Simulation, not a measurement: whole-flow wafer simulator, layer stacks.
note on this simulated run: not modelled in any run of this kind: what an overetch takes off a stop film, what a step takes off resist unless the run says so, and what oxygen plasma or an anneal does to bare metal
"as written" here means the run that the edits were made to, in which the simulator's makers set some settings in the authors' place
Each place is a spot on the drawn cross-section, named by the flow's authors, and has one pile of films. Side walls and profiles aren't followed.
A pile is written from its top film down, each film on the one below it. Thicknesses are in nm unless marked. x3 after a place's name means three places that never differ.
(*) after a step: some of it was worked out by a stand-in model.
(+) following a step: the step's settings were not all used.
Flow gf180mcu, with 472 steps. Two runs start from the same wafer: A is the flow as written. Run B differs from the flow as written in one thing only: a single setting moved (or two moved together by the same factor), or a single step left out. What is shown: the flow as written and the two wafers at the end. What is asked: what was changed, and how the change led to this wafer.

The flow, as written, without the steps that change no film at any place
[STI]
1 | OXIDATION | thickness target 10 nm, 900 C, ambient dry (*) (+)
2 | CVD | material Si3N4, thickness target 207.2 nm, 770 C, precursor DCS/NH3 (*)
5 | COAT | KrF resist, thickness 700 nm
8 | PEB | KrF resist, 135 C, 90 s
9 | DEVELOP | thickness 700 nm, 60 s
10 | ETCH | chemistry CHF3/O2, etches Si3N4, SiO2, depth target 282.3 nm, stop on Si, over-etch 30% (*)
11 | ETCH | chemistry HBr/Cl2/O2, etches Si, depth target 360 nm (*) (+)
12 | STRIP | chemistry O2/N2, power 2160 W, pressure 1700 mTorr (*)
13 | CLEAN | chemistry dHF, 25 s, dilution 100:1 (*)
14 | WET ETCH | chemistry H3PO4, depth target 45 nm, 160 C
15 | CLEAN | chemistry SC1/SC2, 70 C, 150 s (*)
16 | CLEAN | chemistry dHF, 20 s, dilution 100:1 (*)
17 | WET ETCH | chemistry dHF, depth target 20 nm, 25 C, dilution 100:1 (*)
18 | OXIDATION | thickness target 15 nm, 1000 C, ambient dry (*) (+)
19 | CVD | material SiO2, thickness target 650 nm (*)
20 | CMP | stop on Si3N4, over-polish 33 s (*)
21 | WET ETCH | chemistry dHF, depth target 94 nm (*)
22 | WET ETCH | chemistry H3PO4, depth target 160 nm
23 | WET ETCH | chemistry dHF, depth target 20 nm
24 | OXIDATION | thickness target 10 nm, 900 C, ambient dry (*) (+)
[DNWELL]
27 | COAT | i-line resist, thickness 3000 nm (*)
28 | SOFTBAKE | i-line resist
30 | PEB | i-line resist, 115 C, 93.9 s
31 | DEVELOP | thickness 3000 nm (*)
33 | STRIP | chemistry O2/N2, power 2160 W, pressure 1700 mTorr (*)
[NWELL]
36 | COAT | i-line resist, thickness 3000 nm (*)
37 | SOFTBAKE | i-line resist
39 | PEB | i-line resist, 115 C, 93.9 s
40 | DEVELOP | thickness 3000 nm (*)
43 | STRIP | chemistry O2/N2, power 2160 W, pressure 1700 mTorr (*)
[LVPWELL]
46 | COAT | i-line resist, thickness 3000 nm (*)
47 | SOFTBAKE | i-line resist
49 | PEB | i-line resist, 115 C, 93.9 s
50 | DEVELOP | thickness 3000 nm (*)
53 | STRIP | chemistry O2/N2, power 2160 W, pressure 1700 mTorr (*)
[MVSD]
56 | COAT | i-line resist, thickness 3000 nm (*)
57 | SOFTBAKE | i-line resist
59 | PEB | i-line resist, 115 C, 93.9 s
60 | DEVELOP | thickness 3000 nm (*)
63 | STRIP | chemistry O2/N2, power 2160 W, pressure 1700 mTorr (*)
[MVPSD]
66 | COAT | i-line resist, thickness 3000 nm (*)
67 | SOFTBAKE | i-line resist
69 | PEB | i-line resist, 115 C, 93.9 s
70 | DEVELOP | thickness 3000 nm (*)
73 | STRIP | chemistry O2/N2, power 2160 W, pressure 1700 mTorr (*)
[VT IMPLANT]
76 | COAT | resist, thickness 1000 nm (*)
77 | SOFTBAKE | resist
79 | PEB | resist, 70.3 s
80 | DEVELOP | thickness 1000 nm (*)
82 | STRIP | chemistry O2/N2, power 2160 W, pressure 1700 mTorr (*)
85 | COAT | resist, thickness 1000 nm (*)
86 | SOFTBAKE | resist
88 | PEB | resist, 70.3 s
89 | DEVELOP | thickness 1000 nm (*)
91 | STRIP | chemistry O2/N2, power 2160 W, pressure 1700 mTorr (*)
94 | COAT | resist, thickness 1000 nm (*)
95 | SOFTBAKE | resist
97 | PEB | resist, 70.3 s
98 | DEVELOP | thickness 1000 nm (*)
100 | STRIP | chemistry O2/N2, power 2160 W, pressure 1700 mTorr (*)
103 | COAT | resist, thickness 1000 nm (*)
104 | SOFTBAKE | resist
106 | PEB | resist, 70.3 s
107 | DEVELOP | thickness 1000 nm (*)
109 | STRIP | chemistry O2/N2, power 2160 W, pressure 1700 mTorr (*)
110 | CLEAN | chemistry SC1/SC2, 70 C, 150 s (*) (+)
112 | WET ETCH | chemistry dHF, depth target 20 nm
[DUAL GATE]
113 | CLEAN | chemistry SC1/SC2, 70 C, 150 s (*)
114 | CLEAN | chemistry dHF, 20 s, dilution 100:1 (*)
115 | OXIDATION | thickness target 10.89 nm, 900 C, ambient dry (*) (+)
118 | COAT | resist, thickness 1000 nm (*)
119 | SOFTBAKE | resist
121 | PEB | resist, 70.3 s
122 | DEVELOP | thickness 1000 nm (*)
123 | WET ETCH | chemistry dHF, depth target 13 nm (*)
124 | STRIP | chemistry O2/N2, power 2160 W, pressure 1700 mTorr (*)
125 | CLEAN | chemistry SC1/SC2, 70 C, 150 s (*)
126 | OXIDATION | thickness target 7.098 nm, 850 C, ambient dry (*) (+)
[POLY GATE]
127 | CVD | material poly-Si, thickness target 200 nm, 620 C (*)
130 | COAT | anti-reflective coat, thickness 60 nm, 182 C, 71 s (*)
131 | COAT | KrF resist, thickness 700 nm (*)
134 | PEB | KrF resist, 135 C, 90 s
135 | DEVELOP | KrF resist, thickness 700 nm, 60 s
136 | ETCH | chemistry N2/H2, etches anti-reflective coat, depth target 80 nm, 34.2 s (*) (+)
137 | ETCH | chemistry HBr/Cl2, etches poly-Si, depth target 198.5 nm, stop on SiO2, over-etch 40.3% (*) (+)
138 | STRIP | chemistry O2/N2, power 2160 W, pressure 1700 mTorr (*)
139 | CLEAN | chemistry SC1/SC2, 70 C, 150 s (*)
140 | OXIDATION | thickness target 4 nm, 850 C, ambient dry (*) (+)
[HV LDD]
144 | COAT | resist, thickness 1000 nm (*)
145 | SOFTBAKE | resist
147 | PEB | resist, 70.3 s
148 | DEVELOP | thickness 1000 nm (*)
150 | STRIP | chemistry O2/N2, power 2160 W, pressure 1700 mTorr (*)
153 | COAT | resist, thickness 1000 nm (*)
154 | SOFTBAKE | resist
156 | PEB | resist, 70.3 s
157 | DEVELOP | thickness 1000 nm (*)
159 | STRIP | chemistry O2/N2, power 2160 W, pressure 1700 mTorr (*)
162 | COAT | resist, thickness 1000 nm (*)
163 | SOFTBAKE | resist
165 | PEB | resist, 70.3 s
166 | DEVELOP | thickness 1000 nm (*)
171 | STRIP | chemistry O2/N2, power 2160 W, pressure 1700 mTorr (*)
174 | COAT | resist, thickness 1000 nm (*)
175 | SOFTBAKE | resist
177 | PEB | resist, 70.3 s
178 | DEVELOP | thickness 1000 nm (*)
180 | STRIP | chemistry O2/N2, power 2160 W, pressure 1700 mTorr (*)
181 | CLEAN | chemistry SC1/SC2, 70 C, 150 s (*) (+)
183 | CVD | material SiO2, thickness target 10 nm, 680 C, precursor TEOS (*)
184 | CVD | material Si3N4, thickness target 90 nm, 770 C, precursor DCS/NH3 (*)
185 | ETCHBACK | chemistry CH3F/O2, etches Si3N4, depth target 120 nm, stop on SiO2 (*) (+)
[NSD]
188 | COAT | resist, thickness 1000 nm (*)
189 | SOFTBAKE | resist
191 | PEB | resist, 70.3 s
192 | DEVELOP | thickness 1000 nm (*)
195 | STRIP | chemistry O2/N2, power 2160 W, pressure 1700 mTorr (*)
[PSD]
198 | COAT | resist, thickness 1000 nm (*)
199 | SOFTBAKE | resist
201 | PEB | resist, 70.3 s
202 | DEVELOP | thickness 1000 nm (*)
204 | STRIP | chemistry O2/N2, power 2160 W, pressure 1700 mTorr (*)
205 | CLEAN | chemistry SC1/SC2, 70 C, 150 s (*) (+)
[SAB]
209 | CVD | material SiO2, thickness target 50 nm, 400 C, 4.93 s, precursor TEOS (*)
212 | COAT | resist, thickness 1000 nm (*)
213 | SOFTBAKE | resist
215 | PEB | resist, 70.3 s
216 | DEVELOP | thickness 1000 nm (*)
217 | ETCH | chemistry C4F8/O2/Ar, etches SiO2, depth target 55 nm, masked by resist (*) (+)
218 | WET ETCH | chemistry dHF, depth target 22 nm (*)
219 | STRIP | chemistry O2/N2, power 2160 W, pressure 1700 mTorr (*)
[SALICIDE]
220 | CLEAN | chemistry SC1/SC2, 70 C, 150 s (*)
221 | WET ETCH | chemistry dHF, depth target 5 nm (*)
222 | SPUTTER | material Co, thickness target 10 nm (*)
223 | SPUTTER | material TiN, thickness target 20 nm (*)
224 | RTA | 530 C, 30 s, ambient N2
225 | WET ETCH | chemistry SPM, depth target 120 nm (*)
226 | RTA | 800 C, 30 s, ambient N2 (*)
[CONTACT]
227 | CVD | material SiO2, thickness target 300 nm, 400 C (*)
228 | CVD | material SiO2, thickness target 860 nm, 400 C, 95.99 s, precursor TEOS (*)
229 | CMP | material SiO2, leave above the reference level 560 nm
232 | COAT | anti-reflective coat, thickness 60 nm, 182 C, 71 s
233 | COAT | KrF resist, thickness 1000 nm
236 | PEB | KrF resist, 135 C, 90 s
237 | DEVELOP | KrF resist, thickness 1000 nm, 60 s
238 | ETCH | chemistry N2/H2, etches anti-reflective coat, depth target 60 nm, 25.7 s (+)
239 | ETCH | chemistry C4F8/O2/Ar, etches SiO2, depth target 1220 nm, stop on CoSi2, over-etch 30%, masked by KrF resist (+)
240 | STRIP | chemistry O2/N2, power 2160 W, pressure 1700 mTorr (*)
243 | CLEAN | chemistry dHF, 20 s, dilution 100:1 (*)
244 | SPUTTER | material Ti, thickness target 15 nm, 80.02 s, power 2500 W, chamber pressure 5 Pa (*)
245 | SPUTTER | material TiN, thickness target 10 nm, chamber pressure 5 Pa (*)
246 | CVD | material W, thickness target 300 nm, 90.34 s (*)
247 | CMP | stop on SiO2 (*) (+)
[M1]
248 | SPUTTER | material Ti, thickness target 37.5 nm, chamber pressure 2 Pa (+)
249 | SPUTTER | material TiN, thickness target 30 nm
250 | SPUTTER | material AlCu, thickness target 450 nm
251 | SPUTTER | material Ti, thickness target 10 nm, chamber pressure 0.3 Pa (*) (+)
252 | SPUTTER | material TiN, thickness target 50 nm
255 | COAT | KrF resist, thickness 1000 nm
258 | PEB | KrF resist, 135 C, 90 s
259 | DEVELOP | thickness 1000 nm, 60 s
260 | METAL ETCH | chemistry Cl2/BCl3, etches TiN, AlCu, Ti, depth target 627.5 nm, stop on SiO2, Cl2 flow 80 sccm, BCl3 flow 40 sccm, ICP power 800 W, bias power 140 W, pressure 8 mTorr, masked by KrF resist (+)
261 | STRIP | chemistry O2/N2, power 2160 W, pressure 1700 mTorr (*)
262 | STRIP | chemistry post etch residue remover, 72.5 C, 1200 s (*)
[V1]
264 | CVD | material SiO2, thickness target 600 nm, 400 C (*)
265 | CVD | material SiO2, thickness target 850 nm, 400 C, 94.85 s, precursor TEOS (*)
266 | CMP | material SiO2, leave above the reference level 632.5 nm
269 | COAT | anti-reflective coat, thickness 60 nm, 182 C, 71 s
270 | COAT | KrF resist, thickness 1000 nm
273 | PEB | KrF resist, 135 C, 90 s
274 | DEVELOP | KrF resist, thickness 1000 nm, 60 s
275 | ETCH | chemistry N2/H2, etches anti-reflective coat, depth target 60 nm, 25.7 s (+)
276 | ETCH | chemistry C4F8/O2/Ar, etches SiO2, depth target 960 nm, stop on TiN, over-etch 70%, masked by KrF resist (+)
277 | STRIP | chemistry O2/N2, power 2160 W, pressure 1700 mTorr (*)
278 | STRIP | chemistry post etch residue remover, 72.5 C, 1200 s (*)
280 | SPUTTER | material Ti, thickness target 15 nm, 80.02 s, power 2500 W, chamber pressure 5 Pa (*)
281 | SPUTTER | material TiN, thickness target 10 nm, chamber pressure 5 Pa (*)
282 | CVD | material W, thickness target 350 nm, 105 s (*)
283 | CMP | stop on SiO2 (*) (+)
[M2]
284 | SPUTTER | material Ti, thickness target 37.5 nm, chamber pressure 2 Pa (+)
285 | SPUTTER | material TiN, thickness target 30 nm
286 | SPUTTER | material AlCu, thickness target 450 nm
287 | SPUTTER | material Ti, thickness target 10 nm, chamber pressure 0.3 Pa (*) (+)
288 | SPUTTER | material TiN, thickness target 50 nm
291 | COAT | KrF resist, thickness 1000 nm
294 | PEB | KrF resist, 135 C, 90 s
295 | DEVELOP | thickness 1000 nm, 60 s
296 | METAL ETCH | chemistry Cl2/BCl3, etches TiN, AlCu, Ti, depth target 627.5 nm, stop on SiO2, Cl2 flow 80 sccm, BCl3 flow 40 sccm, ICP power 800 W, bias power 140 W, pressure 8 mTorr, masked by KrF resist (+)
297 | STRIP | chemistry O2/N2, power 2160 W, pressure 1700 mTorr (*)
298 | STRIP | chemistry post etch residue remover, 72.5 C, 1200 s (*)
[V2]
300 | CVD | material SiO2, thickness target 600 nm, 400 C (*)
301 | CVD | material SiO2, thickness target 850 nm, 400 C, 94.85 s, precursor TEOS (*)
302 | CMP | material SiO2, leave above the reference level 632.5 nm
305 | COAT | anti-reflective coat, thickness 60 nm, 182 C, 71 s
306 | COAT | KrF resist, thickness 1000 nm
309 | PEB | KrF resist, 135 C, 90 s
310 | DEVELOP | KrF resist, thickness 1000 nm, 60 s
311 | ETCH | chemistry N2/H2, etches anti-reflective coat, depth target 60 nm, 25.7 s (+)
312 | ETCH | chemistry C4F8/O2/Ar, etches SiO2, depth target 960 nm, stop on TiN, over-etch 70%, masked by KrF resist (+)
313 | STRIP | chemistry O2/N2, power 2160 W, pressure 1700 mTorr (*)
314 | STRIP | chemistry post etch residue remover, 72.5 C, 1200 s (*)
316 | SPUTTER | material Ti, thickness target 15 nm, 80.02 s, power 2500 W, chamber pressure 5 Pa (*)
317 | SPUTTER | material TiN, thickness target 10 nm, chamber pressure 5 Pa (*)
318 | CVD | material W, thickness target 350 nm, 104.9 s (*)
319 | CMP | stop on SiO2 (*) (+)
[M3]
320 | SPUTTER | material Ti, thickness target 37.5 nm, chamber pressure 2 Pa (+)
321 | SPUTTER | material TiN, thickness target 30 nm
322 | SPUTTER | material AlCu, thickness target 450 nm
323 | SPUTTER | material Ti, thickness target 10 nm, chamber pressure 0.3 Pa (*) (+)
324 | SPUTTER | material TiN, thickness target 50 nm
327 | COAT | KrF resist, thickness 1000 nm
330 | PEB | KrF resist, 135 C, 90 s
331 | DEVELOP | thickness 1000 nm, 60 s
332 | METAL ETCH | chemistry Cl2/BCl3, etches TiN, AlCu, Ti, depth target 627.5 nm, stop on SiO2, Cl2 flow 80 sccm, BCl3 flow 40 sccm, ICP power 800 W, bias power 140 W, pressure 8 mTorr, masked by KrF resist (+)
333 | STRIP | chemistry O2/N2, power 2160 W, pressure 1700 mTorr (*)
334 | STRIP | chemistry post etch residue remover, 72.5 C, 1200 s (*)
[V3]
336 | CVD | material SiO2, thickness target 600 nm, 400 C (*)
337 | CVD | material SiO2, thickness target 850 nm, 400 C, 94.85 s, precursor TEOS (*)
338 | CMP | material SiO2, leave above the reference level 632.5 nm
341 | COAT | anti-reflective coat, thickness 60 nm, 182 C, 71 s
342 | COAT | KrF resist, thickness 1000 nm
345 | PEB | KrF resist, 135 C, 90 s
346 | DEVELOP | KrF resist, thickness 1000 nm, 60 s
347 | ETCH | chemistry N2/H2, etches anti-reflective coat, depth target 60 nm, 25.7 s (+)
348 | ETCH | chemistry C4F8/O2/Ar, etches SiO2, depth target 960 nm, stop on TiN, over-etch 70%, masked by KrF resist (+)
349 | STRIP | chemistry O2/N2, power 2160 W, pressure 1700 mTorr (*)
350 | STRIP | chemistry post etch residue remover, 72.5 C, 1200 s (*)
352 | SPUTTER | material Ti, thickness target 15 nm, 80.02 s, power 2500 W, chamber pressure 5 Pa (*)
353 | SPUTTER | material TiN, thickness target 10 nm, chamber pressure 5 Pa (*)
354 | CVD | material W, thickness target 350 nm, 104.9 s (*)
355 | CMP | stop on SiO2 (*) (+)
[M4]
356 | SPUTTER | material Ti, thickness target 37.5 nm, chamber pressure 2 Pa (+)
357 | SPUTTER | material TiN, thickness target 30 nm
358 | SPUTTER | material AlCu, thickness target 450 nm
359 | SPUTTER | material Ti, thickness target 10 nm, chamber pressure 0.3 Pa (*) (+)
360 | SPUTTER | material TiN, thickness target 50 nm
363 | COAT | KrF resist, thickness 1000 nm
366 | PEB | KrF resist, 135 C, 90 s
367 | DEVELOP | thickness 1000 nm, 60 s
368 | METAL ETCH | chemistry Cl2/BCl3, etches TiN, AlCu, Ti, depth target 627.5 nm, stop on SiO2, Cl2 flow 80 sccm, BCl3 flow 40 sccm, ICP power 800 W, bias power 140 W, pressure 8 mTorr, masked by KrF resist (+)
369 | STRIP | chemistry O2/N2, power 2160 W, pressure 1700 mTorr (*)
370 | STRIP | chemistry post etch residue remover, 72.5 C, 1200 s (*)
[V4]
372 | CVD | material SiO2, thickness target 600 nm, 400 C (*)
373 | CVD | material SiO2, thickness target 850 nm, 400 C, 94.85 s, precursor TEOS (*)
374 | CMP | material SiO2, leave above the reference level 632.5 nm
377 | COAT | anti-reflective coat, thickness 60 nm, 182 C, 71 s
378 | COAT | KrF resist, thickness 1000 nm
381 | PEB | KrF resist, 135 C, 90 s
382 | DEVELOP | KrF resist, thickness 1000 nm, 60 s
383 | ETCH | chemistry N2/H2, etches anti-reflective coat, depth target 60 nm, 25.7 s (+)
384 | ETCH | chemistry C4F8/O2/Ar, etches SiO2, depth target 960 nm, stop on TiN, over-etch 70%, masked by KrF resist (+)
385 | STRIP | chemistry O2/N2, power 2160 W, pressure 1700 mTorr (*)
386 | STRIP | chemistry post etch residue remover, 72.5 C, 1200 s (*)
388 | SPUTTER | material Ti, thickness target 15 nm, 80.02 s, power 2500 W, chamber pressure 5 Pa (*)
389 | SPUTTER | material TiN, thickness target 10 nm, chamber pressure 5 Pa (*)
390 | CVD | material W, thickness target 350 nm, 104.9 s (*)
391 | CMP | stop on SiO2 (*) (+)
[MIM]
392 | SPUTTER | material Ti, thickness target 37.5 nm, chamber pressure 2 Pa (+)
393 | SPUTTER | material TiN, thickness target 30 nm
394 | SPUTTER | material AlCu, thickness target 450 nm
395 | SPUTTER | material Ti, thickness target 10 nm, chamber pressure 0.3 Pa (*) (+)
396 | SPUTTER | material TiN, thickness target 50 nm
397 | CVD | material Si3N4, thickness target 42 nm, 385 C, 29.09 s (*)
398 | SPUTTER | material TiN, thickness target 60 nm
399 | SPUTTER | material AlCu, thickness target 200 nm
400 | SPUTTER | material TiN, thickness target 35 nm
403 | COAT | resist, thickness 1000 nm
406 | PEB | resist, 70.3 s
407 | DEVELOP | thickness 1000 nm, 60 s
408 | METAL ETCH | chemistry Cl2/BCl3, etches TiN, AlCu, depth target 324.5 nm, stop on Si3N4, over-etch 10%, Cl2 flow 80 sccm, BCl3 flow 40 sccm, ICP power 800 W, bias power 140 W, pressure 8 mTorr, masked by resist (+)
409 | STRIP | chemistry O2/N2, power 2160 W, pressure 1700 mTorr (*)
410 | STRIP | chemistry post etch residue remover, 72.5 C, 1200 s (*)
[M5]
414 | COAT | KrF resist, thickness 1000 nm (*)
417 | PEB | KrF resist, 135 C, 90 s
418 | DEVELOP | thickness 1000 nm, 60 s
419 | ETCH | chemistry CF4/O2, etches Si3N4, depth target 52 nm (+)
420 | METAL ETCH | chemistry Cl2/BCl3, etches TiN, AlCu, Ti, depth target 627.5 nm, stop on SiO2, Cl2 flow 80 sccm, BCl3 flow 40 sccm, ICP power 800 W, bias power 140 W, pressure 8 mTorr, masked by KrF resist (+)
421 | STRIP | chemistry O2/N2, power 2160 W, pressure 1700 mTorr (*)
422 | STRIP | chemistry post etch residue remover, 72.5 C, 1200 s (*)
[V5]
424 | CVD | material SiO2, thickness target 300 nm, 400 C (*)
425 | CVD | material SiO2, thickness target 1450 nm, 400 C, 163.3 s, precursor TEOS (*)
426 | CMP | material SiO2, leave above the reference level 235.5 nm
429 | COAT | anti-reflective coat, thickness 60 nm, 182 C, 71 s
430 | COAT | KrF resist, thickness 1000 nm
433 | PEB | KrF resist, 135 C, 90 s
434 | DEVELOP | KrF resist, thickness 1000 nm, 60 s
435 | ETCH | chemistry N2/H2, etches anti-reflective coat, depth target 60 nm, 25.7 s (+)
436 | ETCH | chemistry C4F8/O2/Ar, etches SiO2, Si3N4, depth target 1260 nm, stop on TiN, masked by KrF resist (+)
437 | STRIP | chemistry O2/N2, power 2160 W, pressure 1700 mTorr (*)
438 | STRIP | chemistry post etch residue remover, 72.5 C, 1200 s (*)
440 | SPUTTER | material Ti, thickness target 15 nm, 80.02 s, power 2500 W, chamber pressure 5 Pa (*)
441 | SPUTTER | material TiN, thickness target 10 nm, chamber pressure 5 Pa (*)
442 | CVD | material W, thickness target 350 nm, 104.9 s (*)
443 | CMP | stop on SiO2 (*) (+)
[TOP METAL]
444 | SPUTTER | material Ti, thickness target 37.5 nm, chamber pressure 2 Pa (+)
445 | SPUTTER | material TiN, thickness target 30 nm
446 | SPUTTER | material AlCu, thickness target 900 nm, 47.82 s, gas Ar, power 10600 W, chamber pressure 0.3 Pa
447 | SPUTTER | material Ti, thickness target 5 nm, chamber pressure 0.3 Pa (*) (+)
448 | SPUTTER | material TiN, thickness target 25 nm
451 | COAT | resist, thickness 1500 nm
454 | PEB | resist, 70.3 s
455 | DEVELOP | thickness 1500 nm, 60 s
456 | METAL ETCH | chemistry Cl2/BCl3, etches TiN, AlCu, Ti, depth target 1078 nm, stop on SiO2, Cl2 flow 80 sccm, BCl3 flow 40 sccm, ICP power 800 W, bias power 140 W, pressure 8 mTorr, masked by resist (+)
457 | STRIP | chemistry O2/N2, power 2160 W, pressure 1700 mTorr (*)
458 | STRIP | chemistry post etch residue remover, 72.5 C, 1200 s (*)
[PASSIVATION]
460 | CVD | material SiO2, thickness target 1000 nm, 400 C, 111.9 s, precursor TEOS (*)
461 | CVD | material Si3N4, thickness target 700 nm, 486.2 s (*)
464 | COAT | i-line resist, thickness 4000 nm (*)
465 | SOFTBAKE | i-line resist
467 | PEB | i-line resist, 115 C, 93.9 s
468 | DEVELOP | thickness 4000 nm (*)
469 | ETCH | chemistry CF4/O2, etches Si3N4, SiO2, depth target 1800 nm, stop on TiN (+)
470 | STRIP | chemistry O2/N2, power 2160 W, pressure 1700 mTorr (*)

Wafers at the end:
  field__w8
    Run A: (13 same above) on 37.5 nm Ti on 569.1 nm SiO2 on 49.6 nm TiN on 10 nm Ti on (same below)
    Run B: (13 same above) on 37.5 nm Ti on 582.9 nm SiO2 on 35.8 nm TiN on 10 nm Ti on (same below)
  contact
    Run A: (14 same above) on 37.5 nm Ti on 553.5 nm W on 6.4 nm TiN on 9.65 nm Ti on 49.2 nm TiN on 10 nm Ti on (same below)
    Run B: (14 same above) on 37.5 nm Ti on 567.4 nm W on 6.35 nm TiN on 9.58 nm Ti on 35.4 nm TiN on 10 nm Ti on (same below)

Cause: step 360, SPUTTER: thickness target 36.2 nm was run, while the flow as written has thickness target 50 nm.

Step by step, how the change led to this:
  360 | SPUTTER | material TiN, thickness target 50 nm
      field, field__w1, field__w2 and 108 more: A +50 TiN (new film) | B +36.2 TiN (new film)
  368 | METAL ETCH | chemistry Cl2/BCl3, etches TiN, AlCu, Ti, depth target 627.5 nm, stop on SiO2, Cl2 flow 80 sccm, BCl3 flow 40 sccm, ICP power 800 W, bias power 140 W, pressure 8 mTorr, masked by KrF resist (+)
      field, field__w1, field__w2 and 103 more: A -50 TiN (all of it), -10 Ti (all of it), -450 AlCu (all of it), -30 TiN (all of it), -37.5 Ti (all of it) | B -36.2 TiN (all of it), -10 Ti (all of it), -450 AlCu (all of it), -30 TiN (all of it), -37.5 Ti (all of it)
  384 | ETCH | chemistry C4F8/O2/Ar, etches SiO2, depth target 960 nm, stop on TiN, over-etch 70%, masked by KrF resist (+)
      contact: A -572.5 SiO2 (all of it) | B -586.3 SiO2 (all of it)
